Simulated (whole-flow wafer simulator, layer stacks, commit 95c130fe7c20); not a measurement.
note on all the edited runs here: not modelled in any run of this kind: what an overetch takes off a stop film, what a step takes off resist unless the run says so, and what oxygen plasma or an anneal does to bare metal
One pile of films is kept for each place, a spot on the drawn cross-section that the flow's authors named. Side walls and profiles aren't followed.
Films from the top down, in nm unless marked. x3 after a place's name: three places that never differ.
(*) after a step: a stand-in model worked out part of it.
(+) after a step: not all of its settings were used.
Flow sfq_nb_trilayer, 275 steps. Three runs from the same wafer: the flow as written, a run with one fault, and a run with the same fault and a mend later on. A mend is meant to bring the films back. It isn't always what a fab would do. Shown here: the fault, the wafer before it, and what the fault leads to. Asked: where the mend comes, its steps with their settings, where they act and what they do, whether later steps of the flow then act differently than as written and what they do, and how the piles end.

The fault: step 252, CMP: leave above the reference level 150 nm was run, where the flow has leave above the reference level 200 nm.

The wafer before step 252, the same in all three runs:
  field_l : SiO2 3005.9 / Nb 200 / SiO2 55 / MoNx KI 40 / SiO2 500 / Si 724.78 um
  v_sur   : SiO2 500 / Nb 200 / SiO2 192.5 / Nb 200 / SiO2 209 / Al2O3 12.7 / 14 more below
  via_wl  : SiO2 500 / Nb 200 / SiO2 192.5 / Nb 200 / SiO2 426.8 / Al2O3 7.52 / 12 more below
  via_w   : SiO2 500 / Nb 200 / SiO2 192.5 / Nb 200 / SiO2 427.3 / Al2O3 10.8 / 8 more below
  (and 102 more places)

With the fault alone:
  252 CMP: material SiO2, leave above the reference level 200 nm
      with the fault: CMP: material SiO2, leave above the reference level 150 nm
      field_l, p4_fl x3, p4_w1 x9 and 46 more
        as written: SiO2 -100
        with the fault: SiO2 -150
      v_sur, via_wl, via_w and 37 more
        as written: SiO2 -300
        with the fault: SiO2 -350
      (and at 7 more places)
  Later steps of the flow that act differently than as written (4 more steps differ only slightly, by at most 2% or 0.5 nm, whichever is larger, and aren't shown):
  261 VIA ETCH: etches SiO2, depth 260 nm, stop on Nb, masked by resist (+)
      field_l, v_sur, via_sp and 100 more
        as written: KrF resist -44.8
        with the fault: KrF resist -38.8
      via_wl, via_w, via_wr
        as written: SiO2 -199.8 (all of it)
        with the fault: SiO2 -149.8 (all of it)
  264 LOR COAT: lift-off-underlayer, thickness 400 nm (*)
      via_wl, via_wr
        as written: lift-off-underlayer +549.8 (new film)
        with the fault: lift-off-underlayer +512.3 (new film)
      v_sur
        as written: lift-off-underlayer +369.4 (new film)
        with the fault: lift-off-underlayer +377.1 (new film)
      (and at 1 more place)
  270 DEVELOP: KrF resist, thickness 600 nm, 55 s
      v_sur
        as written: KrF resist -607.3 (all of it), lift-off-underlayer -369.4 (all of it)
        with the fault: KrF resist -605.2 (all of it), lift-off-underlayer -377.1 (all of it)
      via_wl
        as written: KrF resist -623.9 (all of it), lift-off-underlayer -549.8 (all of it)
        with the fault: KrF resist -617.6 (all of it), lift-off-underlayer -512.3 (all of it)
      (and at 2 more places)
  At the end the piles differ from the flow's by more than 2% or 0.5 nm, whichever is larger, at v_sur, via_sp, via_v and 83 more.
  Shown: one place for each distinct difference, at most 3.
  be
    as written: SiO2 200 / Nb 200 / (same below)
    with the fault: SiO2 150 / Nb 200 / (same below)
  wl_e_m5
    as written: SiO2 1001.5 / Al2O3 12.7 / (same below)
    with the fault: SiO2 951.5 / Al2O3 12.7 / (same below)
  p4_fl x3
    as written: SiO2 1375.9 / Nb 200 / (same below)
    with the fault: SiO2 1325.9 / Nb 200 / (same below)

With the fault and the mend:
  The mend comes after step 259.
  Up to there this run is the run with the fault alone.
  259a STRIP: over-ash 65%, gas O2, power 200 W (*)
      field_l, v_sur, via_sp and 100 more
        KrF resist -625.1 (all of it), anti-reflective coat -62 (all of it)
      via_wl, via_w, via_wr
        anti-reflective coat -62 (all of it)
  259b PECVD: material SiO2, thickness 50 nm, 150 C, 11.11 s, RF power 183.3 W, pressure 2.4 Torr, precursor SiH4/N2O (the flow's step 251 once more, with other settings)
      field_l, v_sur, via_wl and 103 more
        SiO2 +50
  259c COAT: anti-reflective coat, thickness 62 nm (the flow's step 254 once more)
      field_l, v_sur, via_wl and 103 more
        anti-reflective coat +62 (new film)
  259d COAT: KrF resist, thickness 650 nm (the flow's step 255 once more)
      field_l, v_sur, via_wl and 103 more
        KrF resist +650 (new film)
  259e SOFTBAKE: KrF resist (the flow's step 256 once more)
      changes no film at any place that is followed
  259f EXPOSE: photomask I7, dose 11.93 mJ/cm2, NA 0.6, wavelength 248 nm (*) (the flow's step 257 once more)
      changes no film at any place that is followed
  259g PEB: KrF resist, 90 s (the flow's step 258 once more)
      field_l, v_sur, via_wl and 103 more
        KrF resist -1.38
  259h DEVELOP: KrF resist, thickness 650 nm, 60 s (the flow's step 259 once more)
      field_l, v_sur, via_sp and 100 more
        KrF resist -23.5
      via_wl, via_w, via_wr
        KrF resist -648.6 (all of it)
  No later step of the flow acts differently than as written at any place that is followed.
  At the end the piles are the same as the flow's at every place that both follow.
